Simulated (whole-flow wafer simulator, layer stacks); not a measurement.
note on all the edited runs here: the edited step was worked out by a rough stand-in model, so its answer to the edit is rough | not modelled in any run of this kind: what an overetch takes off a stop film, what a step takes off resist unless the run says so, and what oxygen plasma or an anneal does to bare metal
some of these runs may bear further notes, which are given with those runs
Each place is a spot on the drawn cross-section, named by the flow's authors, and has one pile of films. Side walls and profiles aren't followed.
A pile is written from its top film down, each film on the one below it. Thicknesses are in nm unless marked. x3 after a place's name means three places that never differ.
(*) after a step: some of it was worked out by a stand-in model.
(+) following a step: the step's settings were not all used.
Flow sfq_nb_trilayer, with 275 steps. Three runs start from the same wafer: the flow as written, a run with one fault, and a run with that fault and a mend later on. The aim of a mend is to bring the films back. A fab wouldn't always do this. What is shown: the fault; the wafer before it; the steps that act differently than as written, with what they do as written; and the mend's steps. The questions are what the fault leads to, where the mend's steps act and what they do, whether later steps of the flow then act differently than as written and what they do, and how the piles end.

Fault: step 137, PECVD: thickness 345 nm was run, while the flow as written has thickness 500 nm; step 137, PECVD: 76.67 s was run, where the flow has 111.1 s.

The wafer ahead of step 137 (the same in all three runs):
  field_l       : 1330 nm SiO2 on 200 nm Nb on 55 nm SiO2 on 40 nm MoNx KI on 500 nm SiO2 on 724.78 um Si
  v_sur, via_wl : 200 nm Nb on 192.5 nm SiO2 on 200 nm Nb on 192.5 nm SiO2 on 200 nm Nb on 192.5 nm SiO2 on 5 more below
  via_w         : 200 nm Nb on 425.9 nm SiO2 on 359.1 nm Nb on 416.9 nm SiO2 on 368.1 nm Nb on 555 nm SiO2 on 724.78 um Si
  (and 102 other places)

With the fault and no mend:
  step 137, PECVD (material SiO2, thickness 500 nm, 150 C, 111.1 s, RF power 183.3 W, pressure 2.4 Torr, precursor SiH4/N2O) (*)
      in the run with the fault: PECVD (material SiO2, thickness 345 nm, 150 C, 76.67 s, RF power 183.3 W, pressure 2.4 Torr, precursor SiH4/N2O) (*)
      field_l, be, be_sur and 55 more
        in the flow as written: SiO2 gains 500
        in the run with the fault: SiO2 gains 345
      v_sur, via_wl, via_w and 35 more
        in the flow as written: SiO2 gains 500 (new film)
        in the run with the fault: SiO2 gains 345 (new film)
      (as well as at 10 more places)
  Steps further on in the flow that do not act as written (not shown: 22 more steps that differ only slightly, by at most 2% or 0.5 nm, whichever is larger):
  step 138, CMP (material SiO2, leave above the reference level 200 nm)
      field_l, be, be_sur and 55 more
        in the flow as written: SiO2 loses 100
        in the run with the fault: nothing
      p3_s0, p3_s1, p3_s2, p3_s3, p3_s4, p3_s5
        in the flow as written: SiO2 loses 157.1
        in the run with the fault: nothing
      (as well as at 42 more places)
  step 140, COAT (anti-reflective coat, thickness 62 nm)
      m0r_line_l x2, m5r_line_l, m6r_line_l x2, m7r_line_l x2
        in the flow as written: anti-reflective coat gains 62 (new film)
        in the run with the fault: anti-reflective coat gains 63.5 (new film)
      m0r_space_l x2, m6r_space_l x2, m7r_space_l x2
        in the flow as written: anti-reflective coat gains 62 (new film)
        in the run with the fault: anti-reflective coat gains 69.9 (new film)
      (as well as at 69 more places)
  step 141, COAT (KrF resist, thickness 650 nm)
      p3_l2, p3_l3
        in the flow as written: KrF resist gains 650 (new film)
        in the run with the fault: KrF resist gains 635.1 (new film)
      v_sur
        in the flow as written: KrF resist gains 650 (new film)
        in the run with the fault: KrF resist gains 630.5 (new film)
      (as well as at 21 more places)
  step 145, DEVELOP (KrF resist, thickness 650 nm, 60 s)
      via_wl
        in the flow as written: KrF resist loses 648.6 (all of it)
        in the run with the fault: KrF resist loses 626.7 (all of it)
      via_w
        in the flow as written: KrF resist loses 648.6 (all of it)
        in the run with the fault: KrF resist loses 629.7 (all of it)
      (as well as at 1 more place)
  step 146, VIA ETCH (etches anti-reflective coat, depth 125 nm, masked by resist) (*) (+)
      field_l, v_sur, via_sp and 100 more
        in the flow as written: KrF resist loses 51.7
        in the run with the fault: KrF resist loses 48.3
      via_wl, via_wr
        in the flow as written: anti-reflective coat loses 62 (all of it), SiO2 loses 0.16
        in the run with the fault: anti-reflective coat loses 57.9 (all of it), SiO2 loses 0.14
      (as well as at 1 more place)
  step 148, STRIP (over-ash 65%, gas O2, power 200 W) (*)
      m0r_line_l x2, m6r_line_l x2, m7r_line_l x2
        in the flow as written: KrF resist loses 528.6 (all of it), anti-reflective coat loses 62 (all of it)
        in the run with the fault: KrF resist loses 542.4 (all of it), anti-reflective coat loses 63.5 (all of it)
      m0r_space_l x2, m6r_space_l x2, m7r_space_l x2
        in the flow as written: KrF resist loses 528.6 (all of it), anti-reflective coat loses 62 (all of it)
        in the run with the fault: KrF resist loses 538.1 (all of it), anti-reflective coat loses 69.9 (all of it)
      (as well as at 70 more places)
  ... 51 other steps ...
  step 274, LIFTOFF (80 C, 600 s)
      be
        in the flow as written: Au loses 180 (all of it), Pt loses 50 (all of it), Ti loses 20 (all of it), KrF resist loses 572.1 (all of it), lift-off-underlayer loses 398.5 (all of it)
        in the run with the fault: Au loses 180 (all of it), Pt loses 50 (all of it), Ti loses 20 (all of it), KrF resist loses 600.4 (all of it), lift-off-underlayer loses 651.7 (all of it)
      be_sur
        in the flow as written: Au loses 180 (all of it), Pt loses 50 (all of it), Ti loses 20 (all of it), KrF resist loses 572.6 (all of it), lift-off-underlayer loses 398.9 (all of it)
        in the run with the fault: Au loses 180 (all of it), Pt loses 50 (all of it), Ti loses 20 (all of it), KrF resist loses 582.5 (all of it), lift-off-underlayer loses 377 (all of it)
  The piles end different from the flow's at via_v, be, be_sur and 38 more by more than 2% or 0.5 nm, whichever is larger.
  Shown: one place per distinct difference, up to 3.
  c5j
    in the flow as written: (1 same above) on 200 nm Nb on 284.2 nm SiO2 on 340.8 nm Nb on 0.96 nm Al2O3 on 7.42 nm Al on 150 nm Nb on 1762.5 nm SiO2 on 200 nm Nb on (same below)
    in the run with the fault: (1 same above) on 200 nm Nb on 293.3 nm SiO2 on 183.3 nm Nb on 33.4 nm SiO2 on 170 nm Nb on 0.96 nm Al2O3 on 7.42 nm Al on 150 nm Nb on 1707.5 nm SiO2 on 200 nm Nb on (same below)
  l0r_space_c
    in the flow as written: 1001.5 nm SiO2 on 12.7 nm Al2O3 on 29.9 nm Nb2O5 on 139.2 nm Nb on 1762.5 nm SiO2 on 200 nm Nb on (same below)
    in the run with the fault: 1056.5 nm SiO2 on 12.7 nm Al2O3 on 29.9 nm Nb2O5 on 139.2 nm Nb on 1707.5 nm SiO2 on 200 nm Nb on (same below)
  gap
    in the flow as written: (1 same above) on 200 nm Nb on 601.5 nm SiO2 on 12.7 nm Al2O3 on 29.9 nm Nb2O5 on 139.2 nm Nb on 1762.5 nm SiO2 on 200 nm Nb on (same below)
    in the run with the fault: (1 same above) on 200 nm Nb on 656.5 nm SiO2 on 12.7 nm Al2O3 on 29.9 nm Nb2O5 on 139.2 nm Nb on 1707.5 nm SiO2 on 200 nm Nb on (same below)

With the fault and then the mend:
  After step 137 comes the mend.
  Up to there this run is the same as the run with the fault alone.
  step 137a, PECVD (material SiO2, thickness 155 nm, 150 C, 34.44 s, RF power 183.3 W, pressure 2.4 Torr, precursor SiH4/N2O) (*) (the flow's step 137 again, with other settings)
      field_l, v_sur, via_wl and 99 more
        SiO2 gains 155
      lsp_r, l0_sur, l0v
        SiO2 gains 152.7
      via_v
        SiO2 gains 146.3
  Steps further on in the flow that do not act as written:
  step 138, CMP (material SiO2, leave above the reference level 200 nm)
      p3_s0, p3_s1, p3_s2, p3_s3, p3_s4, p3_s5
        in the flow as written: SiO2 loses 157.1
        in the run with the mend: SiO2 loses 100
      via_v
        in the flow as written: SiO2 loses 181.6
        in the run with the mend: SiO2 loses 104.8
  At every place that both follow, the piles at the end match the flow's.
